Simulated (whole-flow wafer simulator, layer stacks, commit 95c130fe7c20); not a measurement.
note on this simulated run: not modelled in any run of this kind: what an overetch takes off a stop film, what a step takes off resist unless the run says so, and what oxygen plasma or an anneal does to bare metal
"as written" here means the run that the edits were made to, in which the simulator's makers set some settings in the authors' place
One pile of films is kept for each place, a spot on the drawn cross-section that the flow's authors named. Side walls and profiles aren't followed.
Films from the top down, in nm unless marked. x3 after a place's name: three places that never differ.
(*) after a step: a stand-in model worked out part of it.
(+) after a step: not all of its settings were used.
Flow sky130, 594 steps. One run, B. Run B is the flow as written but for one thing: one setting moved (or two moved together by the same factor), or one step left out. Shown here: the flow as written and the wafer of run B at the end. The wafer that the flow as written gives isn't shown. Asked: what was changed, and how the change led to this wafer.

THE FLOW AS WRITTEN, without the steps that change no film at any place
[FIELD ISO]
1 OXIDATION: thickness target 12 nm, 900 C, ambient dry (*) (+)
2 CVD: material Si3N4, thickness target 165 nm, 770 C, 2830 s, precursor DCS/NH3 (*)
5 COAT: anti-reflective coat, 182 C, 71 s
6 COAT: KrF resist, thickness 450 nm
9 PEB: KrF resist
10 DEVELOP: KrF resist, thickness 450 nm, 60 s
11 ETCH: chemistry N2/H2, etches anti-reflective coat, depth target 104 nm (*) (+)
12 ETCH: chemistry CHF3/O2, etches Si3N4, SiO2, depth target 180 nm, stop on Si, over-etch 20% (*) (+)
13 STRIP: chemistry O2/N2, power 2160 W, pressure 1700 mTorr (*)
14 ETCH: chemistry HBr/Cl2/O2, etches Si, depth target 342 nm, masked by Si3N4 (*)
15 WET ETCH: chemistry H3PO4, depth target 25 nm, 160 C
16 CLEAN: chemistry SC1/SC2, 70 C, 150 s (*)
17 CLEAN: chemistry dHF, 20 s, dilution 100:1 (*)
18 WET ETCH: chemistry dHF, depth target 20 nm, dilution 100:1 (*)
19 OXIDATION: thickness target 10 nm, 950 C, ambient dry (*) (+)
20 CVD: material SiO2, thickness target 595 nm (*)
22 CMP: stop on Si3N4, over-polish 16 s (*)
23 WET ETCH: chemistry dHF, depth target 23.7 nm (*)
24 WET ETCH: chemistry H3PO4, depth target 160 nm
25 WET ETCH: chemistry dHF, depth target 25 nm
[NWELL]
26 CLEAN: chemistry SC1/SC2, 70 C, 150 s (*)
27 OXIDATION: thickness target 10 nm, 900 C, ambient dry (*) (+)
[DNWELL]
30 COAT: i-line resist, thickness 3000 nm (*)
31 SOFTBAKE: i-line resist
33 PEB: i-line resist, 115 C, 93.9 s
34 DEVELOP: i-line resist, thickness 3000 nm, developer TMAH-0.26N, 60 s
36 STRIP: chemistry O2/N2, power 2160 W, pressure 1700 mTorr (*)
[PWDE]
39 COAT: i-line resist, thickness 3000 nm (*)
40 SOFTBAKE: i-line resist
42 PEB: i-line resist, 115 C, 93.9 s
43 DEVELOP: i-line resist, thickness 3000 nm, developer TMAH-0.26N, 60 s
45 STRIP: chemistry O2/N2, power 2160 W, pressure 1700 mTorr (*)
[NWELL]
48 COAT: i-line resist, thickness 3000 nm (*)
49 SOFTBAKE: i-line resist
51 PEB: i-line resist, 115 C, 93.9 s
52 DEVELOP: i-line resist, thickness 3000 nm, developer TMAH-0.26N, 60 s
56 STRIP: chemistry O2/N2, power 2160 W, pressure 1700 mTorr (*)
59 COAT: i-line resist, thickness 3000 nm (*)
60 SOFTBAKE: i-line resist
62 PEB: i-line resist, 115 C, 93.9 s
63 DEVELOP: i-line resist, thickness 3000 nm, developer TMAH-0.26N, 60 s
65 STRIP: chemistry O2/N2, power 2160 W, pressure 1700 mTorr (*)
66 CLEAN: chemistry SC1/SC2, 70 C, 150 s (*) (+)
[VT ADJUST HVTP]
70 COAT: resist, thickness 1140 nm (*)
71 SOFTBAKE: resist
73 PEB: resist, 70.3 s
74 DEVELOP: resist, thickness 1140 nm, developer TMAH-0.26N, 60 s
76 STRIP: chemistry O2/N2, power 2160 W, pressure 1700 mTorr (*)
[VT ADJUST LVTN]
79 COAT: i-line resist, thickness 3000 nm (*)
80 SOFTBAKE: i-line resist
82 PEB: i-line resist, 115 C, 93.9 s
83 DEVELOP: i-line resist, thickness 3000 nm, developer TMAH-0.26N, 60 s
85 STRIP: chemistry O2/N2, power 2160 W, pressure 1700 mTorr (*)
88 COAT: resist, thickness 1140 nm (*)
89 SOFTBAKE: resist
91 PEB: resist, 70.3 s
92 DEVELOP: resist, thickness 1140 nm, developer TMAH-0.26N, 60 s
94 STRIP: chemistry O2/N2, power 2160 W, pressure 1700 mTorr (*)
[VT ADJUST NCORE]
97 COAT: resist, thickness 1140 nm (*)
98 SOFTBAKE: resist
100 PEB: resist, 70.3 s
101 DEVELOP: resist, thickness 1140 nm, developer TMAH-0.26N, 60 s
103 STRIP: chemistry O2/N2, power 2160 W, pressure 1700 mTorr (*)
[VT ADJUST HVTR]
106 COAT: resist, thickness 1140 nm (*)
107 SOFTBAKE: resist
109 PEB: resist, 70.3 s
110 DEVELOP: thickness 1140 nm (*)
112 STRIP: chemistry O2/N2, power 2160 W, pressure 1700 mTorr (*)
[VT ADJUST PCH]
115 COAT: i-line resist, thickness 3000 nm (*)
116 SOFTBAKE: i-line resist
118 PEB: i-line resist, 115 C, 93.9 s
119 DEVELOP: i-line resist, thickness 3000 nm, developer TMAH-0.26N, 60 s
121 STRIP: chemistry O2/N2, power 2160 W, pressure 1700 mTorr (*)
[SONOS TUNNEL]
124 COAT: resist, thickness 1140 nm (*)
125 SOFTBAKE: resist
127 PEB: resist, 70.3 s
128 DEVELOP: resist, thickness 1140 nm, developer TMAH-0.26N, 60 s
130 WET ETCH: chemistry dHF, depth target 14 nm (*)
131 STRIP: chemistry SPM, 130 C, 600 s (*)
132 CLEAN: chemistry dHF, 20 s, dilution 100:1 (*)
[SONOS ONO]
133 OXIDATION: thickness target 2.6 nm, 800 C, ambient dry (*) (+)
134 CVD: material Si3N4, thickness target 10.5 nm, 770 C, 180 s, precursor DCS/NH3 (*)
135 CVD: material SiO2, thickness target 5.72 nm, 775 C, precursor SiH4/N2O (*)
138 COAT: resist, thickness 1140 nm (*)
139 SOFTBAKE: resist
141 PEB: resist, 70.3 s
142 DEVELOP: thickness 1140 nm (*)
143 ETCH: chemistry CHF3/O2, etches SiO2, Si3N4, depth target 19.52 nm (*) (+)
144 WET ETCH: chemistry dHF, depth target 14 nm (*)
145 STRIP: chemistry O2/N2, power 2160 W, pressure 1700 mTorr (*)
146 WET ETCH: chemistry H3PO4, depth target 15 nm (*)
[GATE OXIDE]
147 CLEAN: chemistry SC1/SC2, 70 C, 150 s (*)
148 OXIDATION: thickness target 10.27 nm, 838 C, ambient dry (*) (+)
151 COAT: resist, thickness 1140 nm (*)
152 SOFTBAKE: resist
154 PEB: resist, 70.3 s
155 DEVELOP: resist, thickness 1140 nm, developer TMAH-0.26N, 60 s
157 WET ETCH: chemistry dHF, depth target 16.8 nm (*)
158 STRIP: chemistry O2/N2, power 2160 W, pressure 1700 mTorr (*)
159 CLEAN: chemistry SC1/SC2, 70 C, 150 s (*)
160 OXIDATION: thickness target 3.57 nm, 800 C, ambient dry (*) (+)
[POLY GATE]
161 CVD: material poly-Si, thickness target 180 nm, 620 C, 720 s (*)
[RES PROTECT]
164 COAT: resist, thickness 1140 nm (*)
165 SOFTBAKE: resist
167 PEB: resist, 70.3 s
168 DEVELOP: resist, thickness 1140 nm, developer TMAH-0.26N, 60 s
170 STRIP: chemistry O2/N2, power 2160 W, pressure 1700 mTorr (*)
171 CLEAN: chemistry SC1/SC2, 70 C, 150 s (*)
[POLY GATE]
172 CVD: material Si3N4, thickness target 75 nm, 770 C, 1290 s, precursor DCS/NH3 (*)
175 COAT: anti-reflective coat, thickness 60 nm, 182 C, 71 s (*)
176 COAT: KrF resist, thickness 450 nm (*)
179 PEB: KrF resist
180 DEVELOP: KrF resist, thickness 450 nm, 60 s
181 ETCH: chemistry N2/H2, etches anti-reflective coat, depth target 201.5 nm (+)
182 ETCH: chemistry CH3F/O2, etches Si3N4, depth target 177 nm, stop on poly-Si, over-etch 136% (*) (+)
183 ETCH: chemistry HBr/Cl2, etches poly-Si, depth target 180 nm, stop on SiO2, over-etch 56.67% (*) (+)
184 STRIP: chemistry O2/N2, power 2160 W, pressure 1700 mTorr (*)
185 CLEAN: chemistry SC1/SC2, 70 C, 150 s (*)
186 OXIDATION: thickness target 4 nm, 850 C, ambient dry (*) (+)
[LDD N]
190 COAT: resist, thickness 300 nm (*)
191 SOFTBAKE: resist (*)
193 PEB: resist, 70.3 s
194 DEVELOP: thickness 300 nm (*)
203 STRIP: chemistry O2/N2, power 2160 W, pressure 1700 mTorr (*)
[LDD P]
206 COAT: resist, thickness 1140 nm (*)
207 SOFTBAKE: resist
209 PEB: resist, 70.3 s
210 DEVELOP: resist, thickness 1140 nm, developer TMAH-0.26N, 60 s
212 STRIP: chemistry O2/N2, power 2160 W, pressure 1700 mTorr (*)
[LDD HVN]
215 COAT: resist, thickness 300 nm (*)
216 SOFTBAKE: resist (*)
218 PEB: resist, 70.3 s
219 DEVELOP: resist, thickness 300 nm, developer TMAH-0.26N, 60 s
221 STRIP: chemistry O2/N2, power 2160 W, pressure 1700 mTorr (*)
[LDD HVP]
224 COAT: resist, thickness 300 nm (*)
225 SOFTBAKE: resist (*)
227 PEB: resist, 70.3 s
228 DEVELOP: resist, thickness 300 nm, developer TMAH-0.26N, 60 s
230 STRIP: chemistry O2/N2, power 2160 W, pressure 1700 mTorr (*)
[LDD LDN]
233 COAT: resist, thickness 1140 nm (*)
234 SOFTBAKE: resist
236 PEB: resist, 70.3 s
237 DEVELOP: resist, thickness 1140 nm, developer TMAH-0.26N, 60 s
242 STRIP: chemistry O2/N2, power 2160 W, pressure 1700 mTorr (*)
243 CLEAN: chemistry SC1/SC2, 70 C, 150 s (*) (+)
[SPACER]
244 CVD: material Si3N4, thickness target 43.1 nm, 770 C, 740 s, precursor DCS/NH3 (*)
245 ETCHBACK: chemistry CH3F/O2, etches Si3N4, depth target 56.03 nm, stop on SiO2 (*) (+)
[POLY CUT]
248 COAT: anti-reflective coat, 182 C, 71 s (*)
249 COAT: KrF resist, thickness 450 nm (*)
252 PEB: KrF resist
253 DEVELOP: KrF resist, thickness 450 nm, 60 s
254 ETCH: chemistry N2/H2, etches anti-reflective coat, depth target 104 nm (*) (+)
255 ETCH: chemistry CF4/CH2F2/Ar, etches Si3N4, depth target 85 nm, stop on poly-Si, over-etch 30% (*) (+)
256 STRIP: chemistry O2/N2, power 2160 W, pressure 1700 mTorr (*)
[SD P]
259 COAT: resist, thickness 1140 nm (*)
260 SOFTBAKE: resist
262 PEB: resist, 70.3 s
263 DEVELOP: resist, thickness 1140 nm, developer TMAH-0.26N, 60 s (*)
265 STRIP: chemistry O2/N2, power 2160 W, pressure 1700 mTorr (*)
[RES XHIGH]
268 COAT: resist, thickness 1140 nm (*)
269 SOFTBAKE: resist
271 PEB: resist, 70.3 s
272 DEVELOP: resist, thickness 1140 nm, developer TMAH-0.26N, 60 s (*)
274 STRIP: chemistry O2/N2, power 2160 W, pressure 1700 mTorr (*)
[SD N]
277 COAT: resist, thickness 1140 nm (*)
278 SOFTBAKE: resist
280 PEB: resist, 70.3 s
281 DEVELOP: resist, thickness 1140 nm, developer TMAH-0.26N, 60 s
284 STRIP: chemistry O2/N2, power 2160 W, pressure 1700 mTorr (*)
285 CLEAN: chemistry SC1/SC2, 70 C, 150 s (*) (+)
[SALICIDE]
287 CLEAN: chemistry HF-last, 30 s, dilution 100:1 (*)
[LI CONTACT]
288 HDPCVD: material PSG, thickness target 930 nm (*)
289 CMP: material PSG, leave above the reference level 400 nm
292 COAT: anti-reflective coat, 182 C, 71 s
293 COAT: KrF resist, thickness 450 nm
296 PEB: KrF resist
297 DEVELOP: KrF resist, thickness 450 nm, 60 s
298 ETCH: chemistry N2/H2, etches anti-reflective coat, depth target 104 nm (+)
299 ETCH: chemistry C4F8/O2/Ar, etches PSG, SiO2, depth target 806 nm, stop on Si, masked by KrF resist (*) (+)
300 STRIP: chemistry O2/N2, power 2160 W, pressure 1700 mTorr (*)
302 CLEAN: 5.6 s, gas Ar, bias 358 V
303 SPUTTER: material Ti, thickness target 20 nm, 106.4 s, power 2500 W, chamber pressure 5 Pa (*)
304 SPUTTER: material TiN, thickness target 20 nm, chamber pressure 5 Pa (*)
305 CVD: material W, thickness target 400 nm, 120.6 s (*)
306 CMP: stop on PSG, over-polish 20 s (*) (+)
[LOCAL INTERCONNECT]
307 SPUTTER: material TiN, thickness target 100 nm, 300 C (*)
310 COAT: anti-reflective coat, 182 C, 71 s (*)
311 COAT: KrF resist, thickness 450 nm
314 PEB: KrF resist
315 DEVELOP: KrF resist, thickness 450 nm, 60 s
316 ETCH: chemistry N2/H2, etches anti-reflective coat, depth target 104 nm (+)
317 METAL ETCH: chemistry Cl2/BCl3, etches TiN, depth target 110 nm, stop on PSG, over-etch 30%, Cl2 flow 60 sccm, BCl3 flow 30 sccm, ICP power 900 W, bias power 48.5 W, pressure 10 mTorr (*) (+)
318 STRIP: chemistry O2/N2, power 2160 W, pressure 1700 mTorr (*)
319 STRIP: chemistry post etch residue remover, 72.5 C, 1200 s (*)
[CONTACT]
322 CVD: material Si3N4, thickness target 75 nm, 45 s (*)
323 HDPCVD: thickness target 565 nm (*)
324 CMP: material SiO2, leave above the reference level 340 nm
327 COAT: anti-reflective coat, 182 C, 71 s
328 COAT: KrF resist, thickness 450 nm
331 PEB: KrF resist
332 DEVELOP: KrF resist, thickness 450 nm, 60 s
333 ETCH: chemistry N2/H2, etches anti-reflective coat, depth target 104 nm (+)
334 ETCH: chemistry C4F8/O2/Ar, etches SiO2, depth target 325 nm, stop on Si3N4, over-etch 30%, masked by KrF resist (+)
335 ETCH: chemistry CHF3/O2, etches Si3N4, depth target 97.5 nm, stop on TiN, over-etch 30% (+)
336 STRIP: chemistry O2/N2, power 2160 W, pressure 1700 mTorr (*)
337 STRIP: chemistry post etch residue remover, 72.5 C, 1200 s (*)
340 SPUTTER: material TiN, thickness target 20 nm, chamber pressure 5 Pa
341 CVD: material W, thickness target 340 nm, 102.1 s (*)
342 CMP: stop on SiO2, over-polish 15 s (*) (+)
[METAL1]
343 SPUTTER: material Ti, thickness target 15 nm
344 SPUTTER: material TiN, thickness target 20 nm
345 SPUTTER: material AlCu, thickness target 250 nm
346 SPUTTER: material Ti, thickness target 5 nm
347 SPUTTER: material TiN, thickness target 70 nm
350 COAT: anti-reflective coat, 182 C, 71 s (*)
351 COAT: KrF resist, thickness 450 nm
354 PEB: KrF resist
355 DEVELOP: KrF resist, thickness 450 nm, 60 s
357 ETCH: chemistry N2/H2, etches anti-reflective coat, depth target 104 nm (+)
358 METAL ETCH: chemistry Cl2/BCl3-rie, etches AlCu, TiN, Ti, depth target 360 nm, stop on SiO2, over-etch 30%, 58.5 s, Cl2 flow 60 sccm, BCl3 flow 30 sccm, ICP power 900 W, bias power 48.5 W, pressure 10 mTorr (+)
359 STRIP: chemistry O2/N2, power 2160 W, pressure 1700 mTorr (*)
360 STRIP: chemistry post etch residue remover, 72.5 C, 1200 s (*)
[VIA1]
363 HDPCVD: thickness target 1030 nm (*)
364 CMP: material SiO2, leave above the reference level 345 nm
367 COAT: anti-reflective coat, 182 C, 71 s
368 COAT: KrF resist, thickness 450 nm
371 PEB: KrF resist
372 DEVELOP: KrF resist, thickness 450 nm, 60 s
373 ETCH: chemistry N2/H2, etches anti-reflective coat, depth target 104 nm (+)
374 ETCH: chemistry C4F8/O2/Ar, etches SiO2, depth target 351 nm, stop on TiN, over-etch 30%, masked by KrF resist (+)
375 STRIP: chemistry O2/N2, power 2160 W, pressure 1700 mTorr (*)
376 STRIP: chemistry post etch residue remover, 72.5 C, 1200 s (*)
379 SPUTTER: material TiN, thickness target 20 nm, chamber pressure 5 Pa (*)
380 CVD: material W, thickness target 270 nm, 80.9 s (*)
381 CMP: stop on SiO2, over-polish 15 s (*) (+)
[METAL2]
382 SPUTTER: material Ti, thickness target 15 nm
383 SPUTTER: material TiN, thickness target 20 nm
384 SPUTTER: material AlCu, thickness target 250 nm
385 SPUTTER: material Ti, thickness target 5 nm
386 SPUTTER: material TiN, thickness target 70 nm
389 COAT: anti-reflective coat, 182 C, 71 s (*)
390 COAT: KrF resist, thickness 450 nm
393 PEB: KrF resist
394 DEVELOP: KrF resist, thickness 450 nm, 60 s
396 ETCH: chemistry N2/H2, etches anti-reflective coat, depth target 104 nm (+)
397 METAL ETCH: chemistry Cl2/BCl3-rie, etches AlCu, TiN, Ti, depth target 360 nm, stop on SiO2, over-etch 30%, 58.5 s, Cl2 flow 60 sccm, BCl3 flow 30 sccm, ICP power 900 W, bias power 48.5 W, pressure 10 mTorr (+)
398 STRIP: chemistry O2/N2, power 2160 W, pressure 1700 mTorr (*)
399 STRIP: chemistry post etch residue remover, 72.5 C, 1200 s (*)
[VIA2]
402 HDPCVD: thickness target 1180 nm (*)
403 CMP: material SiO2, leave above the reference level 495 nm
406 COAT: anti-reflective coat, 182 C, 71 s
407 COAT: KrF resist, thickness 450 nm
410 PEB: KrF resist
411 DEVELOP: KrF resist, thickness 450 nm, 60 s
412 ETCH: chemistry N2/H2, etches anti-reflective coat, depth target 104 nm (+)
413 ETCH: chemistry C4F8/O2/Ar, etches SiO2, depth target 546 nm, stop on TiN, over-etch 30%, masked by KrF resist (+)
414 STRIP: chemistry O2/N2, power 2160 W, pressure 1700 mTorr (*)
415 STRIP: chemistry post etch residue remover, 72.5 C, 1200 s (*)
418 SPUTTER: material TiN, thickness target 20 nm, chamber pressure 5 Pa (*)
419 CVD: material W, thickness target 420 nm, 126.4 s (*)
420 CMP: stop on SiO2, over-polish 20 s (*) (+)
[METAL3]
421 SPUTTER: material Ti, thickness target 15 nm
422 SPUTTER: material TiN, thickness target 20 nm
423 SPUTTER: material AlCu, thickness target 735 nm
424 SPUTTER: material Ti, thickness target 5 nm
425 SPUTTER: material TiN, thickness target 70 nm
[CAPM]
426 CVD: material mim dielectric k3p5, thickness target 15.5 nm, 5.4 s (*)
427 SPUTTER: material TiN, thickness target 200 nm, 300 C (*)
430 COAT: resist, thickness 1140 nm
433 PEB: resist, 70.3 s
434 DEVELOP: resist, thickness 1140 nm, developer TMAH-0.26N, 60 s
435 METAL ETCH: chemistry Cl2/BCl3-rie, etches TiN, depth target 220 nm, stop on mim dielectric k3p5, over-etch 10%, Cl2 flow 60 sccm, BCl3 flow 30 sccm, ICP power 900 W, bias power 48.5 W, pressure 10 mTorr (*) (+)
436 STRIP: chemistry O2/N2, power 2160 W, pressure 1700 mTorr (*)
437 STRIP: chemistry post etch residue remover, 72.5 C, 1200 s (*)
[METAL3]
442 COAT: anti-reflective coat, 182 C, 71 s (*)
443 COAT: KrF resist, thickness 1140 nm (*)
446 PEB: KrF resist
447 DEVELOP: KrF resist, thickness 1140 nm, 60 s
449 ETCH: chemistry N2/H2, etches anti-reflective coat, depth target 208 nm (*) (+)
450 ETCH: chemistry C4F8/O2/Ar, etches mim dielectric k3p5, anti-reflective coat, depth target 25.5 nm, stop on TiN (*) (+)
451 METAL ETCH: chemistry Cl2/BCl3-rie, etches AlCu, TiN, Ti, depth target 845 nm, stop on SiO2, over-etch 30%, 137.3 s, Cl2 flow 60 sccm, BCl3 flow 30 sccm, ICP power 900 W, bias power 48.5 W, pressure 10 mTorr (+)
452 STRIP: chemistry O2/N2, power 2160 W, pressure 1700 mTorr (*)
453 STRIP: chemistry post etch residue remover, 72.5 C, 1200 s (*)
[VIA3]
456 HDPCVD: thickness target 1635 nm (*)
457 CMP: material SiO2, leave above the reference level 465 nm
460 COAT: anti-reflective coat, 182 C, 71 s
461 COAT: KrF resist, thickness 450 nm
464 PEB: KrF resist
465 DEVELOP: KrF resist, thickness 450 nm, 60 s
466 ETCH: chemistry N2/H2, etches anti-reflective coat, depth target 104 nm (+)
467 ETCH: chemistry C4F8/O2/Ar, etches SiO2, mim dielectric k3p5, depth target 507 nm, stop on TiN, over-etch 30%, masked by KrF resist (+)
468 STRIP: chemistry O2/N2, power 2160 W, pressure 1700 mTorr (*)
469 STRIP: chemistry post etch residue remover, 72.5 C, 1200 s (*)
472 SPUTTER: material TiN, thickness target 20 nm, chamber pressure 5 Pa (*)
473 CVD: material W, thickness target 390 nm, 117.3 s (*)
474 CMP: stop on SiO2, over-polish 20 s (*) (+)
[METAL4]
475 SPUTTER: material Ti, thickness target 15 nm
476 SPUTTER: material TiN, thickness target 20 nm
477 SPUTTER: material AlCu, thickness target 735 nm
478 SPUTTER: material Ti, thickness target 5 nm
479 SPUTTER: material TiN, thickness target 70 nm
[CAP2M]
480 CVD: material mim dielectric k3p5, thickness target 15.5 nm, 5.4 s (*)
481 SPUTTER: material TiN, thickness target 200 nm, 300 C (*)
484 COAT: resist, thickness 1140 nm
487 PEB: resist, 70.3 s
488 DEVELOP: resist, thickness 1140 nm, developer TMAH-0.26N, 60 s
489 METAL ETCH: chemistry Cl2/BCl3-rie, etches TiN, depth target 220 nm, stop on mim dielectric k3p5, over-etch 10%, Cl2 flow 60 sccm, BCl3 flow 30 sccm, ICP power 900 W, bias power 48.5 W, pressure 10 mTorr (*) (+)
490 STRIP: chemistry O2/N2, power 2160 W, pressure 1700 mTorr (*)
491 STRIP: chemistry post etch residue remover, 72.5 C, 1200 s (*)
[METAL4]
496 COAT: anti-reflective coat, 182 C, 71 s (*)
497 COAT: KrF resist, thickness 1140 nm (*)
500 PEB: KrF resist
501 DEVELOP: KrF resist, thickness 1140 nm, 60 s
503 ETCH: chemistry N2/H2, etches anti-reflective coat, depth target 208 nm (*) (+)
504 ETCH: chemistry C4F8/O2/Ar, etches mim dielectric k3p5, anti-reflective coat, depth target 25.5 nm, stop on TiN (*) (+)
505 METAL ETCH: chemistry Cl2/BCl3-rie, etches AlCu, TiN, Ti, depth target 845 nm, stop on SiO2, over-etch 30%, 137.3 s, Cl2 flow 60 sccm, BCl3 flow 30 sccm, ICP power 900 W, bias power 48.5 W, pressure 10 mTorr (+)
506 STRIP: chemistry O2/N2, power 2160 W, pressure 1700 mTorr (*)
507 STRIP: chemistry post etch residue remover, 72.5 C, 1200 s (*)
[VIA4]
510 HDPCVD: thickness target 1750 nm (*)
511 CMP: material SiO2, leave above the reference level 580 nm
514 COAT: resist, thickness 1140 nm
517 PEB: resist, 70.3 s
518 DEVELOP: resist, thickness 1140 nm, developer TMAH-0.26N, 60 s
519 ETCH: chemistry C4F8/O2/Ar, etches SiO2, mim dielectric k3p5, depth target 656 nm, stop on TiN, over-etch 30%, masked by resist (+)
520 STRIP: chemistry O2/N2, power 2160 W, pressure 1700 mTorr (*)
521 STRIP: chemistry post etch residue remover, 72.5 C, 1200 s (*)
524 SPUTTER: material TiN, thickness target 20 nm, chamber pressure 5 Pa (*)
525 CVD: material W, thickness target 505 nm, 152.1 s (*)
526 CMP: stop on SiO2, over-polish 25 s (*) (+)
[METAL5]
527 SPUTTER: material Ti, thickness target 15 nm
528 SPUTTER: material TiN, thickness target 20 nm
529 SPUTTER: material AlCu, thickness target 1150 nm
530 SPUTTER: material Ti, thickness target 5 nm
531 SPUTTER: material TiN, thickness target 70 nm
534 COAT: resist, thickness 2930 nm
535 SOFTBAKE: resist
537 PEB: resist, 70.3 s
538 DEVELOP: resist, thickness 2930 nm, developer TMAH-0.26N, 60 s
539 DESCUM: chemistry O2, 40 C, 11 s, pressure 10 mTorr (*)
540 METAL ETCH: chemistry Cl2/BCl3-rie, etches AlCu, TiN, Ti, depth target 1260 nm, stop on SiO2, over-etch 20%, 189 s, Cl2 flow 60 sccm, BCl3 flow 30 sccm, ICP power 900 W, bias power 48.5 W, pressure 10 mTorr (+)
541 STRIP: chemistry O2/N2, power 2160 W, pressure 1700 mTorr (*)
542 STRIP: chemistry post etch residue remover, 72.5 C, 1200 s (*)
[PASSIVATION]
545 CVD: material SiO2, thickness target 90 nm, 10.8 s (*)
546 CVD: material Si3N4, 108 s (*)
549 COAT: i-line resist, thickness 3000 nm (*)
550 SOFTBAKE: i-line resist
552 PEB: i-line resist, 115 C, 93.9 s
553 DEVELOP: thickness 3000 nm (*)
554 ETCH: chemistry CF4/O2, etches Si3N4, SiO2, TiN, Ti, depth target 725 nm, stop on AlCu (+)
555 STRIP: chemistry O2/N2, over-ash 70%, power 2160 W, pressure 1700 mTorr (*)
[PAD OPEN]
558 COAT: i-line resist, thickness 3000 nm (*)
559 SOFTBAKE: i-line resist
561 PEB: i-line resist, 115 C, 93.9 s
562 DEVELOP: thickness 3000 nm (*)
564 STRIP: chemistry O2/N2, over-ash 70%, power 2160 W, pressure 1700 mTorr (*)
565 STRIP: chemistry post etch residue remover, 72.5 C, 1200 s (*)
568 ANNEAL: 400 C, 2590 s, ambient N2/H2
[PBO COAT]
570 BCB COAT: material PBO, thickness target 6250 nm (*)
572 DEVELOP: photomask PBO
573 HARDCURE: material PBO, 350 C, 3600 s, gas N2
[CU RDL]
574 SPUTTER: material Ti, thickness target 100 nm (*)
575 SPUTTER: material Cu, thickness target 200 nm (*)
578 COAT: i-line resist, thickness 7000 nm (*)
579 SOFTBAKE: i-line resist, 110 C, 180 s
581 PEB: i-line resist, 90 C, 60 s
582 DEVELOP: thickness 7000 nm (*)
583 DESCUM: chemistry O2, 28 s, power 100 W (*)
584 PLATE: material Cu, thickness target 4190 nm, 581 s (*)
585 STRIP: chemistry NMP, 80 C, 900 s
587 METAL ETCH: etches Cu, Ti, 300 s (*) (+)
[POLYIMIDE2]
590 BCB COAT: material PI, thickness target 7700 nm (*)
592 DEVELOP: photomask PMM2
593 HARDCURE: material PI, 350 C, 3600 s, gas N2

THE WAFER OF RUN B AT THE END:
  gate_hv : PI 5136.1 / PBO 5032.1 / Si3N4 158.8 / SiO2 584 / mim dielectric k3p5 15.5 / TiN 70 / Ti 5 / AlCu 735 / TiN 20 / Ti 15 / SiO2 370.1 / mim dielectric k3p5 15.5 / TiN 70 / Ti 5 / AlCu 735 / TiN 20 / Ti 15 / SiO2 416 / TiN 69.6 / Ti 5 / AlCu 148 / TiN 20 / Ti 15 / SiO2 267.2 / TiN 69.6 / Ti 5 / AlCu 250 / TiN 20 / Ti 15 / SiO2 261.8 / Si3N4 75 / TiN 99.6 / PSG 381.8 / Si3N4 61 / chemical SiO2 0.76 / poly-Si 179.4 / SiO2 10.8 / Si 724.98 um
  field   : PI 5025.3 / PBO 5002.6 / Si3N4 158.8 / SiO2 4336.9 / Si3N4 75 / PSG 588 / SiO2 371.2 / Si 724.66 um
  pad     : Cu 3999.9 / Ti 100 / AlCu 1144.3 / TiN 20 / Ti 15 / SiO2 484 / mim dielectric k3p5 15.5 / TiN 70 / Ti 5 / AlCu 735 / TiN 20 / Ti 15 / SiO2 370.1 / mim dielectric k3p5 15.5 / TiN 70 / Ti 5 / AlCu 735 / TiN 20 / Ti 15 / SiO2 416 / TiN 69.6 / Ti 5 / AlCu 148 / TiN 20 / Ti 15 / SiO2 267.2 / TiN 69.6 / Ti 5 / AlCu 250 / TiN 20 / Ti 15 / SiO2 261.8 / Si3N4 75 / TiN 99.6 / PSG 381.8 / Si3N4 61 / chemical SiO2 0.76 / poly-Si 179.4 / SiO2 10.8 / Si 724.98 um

The cause: step 384, SPUTTER: thickness target 148 nm was run, where the flow has thickness target 250 nm.
It can be read off the wafer: gate_hv has AlCu 148, and step 384 as written asks for 250 nm.

How the change led to this, step by step:
  384 SPUTTER: material AlCu, thickness target 250 nm
      field, active, n_well and 188 more: AlCu +148 (new film) (as written it would be: AlCu +250 (new film))
  397 METAL ETCH: chemistry Cl2/BCl3-rie, etches AlCu, TiN, Ti, depth target 360 nm, stop on SiO2, over-etch 30%, 58.5 s, Cl2 flow 60 sccm, BCl3 flow 30 sccm, ICP power 900 W, bias power 48.5 W, pressure 10 mTorr (+)
      field, active, gate and 82 more: TiN -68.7 (all of it), Ti -5 (all of it), AlCu -148 (all of it), TiN -20 (all of it), Ti -15 (all of it), SiO2 -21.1 (as written it would be: TiN -68.7 (all of it), Ti -5 (all of it), AlCu -250 (all of it), TiN -20 (all of it), Ti -15 (all of it), SiO2 -10.9)
  403 CMP: material SiO2, leave above the reference level 495 nm
      field, active, gate and 82 more: SiO2 -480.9 (as written it would be: SiO2 -389.1)
